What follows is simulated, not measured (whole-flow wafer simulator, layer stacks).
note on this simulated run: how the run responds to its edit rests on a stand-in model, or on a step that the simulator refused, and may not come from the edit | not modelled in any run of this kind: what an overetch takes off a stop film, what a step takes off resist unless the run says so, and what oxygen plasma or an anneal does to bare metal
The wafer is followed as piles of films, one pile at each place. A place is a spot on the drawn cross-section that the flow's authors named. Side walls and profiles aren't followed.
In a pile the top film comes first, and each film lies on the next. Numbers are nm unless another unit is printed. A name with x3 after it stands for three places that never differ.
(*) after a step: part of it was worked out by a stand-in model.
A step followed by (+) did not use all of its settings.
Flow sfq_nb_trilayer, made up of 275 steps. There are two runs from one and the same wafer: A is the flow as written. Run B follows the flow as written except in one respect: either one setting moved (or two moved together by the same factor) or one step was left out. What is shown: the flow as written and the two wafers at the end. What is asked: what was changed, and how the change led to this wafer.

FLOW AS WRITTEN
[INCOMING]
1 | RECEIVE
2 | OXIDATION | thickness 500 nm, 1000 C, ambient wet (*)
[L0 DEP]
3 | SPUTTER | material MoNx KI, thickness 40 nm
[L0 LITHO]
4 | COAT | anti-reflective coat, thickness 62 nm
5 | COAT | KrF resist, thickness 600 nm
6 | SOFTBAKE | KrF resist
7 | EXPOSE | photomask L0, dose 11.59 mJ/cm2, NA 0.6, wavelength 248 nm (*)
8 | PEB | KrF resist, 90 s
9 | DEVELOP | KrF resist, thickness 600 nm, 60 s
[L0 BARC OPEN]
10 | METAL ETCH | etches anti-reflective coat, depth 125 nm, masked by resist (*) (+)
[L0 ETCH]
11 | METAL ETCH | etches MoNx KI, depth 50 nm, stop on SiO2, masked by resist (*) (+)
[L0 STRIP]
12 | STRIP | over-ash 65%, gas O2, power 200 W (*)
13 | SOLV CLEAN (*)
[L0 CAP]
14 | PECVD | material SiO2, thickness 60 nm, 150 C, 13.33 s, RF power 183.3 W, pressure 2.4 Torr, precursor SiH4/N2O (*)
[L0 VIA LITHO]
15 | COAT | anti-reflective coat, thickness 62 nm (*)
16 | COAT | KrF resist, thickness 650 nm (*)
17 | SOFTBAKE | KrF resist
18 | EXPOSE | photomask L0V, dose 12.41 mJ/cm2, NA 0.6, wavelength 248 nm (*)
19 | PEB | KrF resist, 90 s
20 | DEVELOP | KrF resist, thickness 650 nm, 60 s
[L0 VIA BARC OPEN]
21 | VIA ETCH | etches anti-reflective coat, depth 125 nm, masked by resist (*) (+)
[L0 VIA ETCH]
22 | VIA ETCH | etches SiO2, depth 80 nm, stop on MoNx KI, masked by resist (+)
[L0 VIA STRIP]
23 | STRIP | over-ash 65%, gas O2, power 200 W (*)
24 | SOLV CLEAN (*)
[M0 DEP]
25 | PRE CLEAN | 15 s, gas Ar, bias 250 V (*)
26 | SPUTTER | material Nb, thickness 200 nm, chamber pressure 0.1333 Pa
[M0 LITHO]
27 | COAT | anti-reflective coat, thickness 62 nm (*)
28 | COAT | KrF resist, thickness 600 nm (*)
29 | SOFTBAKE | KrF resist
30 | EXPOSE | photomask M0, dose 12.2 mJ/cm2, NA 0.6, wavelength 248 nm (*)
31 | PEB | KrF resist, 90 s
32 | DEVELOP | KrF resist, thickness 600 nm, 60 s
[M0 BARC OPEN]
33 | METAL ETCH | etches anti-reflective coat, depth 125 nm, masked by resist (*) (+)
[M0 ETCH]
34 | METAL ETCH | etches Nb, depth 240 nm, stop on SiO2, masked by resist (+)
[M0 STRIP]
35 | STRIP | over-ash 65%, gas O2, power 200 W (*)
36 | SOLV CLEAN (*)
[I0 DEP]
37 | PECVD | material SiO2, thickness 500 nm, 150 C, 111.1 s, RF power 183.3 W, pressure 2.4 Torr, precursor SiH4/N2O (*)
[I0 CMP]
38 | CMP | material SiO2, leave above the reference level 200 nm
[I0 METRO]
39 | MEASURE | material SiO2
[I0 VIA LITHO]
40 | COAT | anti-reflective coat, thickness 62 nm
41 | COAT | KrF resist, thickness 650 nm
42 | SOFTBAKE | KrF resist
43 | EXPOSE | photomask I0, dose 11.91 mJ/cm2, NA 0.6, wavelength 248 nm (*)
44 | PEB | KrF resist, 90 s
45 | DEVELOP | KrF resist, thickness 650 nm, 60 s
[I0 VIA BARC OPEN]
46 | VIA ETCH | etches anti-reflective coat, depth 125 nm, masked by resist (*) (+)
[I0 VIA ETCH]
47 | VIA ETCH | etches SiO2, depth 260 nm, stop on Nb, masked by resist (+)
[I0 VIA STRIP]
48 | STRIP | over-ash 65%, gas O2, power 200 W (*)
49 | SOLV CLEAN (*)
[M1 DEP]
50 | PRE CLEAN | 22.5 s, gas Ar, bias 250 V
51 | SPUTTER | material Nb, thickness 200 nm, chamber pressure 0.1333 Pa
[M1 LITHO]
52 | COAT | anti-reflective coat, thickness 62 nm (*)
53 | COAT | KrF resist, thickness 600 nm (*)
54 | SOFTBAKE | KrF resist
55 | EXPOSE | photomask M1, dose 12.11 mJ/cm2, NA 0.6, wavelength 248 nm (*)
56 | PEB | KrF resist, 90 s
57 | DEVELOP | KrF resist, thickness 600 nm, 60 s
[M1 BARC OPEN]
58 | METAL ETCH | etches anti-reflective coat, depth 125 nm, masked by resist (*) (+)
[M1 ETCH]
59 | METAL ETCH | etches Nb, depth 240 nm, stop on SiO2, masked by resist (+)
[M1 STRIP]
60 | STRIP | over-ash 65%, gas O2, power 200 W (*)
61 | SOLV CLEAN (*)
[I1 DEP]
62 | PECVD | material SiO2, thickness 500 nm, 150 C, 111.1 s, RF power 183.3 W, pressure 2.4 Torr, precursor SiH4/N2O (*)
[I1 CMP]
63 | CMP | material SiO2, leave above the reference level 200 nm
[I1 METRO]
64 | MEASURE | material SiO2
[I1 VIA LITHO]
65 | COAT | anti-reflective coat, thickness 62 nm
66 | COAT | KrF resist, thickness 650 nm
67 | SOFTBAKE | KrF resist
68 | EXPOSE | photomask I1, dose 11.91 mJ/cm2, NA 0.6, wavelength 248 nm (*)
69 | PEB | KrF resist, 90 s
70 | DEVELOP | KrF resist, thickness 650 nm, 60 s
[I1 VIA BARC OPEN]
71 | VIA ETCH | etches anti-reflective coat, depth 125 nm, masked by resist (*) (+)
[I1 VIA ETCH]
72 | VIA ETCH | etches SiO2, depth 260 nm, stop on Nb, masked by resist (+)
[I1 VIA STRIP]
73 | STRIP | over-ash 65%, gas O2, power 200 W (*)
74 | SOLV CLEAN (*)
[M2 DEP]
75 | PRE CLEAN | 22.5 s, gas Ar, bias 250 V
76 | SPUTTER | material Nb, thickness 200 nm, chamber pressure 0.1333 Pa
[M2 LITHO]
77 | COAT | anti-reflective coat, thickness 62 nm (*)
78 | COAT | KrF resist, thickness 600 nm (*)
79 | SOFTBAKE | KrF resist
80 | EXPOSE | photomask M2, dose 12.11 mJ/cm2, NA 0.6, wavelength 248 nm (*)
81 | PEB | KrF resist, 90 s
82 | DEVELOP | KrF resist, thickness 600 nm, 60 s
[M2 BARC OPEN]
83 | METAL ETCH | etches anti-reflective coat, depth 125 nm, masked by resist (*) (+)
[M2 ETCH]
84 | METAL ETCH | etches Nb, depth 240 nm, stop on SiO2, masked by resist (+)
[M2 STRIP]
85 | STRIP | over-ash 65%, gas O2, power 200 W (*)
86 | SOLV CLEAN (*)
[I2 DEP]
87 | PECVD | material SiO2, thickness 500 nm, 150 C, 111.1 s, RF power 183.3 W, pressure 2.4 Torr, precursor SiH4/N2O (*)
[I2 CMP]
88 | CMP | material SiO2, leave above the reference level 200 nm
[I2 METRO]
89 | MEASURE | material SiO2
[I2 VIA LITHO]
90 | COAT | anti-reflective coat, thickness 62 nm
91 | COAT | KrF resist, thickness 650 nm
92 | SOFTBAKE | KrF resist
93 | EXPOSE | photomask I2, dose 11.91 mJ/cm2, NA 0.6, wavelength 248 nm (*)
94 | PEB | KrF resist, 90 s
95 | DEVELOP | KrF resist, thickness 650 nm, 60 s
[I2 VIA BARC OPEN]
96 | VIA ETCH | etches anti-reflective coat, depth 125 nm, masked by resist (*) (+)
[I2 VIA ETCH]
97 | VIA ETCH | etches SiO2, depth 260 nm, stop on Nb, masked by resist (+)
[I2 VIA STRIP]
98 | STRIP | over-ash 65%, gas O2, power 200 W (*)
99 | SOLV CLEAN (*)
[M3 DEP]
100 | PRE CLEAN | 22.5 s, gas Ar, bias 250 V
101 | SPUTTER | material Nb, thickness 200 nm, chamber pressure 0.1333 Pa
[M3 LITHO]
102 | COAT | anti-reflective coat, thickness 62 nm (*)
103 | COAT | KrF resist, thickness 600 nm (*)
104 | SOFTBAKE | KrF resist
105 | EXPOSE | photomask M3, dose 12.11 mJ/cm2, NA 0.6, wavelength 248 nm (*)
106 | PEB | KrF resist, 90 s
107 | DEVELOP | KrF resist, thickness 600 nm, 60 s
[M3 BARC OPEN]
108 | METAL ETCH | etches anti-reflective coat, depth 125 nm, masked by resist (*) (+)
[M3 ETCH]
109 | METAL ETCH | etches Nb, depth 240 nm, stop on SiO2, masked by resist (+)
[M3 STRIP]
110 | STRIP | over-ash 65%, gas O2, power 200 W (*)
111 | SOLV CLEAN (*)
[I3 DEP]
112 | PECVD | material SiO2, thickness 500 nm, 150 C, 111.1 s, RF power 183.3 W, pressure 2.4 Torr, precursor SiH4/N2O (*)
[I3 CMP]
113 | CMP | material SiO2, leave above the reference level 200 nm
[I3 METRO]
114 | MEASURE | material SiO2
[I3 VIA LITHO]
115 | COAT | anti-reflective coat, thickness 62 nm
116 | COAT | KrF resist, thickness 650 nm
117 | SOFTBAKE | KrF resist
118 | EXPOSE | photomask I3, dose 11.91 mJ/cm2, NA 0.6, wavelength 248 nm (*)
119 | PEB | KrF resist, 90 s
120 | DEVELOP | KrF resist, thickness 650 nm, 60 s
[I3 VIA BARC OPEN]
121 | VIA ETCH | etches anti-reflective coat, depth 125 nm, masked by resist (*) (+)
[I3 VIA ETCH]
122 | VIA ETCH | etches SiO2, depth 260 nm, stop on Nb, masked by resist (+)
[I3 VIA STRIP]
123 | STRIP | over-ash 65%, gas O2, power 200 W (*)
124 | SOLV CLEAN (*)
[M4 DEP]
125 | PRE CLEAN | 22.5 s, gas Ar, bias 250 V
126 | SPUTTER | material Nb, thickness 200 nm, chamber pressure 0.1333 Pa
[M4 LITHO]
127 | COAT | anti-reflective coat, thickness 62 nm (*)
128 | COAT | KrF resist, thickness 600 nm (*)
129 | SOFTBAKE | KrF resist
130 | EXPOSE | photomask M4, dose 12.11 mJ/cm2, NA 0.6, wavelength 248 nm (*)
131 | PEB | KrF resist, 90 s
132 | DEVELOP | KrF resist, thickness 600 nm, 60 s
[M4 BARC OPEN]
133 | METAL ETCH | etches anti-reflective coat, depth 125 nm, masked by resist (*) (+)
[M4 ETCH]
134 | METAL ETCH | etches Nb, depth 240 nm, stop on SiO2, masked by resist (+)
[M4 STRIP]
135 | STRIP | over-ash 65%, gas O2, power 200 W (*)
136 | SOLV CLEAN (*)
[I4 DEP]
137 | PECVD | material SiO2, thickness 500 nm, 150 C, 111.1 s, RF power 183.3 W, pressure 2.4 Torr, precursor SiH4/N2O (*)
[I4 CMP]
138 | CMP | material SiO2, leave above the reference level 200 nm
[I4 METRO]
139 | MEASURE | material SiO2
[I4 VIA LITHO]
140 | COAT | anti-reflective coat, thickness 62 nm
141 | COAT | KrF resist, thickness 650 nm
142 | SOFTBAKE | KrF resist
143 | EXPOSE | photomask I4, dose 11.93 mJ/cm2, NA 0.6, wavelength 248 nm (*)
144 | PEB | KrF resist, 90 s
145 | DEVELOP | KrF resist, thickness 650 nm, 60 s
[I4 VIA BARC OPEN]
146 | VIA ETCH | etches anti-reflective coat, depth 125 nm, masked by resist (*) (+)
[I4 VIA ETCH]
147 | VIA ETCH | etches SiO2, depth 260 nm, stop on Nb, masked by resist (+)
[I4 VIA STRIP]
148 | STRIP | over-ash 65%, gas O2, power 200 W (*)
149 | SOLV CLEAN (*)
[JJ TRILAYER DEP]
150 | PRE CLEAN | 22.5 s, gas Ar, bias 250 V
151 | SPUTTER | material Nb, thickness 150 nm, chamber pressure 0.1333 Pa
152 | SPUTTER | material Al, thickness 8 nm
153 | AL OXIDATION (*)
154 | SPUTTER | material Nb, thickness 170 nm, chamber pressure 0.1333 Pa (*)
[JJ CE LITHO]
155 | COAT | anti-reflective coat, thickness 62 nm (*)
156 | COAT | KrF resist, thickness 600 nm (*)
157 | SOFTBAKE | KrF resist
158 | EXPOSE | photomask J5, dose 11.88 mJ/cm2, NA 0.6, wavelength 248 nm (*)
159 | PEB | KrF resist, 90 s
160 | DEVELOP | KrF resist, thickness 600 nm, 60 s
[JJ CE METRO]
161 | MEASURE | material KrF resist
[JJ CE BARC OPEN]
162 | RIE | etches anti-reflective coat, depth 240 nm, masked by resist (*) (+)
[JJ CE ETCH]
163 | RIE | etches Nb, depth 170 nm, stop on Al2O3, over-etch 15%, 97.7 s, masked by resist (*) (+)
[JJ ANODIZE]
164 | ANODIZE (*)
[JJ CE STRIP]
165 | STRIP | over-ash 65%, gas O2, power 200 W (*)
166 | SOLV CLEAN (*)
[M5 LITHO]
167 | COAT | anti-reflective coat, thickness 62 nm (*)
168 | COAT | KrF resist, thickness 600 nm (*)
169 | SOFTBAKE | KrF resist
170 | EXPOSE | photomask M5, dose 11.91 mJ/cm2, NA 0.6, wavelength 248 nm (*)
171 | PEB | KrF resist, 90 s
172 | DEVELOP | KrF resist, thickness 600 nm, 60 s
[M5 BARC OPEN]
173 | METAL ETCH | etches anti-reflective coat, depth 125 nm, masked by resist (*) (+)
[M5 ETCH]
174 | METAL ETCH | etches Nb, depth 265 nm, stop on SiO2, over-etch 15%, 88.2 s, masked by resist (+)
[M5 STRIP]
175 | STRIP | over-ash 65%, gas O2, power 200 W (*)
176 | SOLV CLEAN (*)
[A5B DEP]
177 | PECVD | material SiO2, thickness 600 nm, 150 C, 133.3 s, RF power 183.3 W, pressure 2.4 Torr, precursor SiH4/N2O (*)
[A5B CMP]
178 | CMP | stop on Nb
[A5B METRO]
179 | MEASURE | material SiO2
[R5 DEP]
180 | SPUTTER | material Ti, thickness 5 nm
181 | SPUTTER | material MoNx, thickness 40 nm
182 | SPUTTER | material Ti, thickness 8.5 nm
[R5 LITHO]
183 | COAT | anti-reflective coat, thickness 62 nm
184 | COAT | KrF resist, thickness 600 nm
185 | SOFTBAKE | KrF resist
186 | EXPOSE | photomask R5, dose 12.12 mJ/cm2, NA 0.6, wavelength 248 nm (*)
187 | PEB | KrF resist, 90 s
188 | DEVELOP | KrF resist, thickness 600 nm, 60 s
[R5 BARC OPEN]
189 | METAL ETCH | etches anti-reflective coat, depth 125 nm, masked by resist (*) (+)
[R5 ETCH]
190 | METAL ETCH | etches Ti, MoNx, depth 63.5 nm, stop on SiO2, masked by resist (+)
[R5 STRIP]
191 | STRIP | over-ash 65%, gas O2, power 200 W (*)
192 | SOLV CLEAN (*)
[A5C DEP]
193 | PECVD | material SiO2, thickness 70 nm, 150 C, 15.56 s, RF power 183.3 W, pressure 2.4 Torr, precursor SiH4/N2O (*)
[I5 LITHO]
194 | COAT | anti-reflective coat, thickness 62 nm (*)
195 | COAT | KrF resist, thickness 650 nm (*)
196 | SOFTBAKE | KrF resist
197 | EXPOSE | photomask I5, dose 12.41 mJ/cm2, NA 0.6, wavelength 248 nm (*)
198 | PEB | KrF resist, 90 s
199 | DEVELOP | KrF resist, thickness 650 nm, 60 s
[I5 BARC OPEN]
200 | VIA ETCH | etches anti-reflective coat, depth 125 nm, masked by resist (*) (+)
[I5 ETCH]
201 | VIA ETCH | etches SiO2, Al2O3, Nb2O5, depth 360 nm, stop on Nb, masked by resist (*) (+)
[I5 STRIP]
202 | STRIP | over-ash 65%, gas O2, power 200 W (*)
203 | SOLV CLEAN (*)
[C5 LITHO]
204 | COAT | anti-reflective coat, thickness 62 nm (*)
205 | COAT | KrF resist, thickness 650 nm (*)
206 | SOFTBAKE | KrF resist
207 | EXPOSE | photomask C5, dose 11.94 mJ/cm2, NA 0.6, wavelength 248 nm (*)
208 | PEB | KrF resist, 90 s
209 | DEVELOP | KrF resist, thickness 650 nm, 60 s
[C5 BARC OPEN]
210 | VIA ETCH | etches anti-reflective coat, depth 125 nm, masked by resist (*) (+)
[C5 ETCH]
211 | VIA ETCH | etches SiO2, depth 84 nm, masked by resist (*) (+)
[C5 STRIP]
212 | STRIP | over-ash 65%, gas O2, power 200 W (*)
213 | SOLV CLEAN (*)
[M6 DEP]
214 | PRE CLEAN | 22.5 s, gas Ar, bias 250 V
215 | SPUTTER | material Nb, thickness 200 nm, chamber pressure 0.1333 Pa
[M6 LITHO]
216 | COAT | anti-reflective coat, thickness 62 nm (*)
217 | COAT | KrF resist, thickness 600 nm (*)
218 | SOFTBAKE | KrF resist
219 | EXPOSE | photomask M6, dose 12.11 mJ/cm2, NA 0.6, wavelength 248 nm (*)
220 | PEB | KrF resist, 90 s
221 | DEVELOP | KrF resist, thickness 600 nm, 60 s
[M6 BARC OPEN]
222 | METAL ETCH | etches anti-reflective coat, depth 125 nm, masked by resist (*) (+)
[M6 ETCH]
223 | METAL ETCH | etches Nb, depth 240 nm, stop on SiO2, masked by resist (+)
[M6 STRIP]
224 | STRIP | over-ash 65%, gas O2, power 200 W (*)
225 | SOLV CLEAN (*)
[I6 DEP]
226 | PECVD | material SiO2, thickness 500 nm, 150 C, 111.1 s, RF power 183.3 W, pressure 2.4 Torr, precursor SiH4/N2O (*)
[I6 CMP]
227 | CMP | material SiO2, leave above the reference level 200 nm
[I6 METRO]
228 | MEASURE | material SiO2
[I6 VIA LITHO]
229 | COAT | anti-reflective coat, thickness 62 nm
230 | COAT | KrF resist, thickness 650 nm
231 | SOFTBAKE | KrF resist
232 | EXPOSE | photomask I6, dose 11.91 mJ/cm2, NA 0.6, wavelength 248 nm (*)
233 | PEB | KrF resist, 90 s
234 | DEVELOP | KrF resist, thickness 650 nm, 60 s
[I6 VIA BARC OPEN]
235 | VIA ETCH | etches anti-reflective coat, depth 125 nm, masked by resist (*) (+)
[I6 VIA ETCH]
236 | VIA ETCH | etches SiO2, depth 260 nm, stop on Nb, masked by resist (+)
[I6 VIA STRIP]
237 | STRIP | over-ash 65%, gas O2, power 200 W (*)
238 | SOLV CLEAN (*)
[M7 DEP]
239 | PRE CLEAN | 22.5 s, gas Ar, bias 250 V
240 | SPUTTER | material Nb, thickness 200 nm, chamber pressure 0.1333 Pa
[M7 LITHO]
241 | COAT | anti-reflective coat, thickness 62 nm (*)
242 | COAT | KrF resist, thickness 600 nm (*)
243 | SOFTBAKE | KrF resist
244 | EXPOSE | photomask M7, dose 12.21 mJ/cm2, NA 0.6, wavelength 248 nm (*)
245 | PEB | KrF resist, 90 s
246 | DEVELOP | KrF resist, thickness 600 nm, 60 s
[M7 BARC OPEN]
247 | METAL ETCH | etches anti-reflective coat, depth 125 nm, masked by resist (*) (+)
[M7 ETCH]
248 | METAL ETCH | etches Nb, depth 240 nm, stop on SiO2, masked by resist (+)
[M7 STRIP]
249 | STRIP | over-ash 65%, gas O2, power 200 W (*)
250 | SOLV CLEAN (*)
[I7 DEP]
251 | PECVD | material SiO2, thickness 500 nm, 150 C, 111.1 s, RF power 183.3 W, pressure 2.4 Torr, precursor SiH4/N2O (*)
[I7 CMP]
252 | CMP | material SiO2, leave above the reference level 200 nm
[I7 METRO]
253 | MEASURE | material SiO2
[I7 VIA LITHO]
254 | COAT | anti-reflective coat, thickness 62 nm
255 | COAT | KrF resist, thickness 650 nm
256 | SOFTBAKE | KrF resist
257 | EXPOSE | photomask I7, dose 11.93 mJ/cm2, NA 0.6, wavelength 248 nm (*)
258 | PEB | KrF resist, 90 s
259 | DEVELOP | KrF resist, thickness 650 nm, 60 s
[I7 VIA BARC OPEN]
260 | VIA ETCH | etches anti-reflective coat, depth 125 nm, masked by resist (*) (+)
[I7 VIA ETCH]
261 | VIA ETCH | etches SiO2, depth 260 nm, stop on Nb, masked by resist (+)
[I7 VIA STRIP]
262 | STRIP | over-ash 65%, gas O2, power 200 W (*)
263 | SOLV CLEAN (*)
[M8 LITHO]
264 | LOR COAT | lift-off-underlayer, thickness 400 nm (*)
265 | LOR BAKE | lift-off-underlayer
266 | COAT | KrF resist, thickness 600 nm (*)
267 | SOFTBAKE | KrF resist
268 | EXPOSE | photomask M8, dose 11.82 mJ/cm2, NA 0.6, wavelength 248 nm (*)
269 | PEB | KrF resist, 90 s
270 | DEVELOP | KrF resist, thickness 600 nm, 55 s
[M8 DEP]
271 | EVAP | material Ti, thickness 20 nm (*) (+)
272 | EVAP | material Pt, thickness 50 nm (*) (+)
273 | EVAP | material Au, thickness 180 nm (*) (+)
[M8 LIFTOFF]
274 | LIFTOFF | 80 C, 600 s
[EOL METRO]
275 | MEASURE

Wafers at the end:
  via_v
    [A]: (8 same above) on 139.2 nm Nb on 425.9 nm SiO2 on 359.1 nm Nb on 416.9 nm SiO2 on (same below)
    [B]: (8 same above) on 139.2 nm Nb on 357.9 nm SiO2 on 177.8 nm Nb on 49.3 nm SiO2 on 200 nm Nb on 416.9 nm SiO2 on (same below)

Cause: step 122, VIA ETCH: depth 143 nm was run, though the flow has depth 260 nm.

Step by step, how the change led to this:
  122 | VIA ETCH | etches SiO2, depth 260 nm, stop on Nb, masked by resist (+)
      via_v: A SiO2 loses 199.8 (all of it) | B SiO2 loses 143
      field_l, v_sur, via_wl and 102 more: A KrF resist loses 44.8 | B KrF resist loses 24.7
  123 | STRIP | over-ash 65%, gas O2, power 200 W (*)
      field_l, v_sur, via_wl and 102 more: A KrF resist loses 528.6 (all of it), anti-reflective coat loses 62 (all of it) | B KrF resist loses 548.8 (all of it), anti-reflective coat loses 62 (all of it)
  125 | PRE CLEAN | 22.5 s, gas Ar, bias 250 V
      via_v: A Nb loses 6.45 | B SiO2 loses 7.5
  126 | SPUTTER | material Nb, thickness 200 nm, chamber pressure 0.1333 Pa
      via_v: A Nb gains 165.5 | B Nb gains 177.8 (new film)
  127 | COAT | anti-reflective coat, thickness 62 nm (*)
      via_sp: A anti-reflective coat gains 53 (new film) | B anti-reflective coat gains 54.1 (new film)
      via_v: A anti-reflective coat gains 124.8 (new film) | B anti-reflective coat gains 111.5 (new film)
      (as well as at 1 more place)
  128 | COAT | KrF resist, thickness 600 nm (*)
      via_v: A KrF resist gains 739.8 (new film) | B KrF resist gains 694 (new film)
  135 | STRIP | over-ash 65%, gas O2, power 200 W (*)
      via_sp: A KrF resist loses 373.9 (all of it), anti-reflective coat loses 53 (all of it) | B KrF resist loses 377.6 (all of it), anti-reflective coat loses 54.1 (all of it)
      via_v: A KrF resist loses 521.8 (all of it), anti-reflective coat loses 124.8 (all of it) | B KrF resist loses 476.2 (all of it), anti-reflective coat loses 111.5 (all of it)
      (as well as at 1 more place)
  137 | PECVD | material SiO2, thickness 500 nm, 150 C, 111.1 s, RF power 183.3 W, pressure 2.4 Torr, precursor SiH4/N2O (*)
      via_v: A SiO2 gains 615 (new film) | B SiO2 gains 522.4 (new film)
  138 | CMP | material SiO2, leave above the reference level 200 nm
      via_v: A SiO2 loses 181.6 | B SiO2 loses 157.1
If metal films that touch count as one body, via_v has 7 bodies (between them, from the top down: SiO2 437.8; SiO2 209 / Al2O3 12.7 / Nb2O5 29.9; SiO2 357.9; SiO2 49.3; SiO2 416.9; SiO2 192.5); the flow as written gives 6 bodies (between them, from the top down: SiO2 437.8; SiO2 209 / Al2O3 12.7 / Nb2O5 29.9; SiO2 425.9; SiO2 416.9; SiO2 192.5).
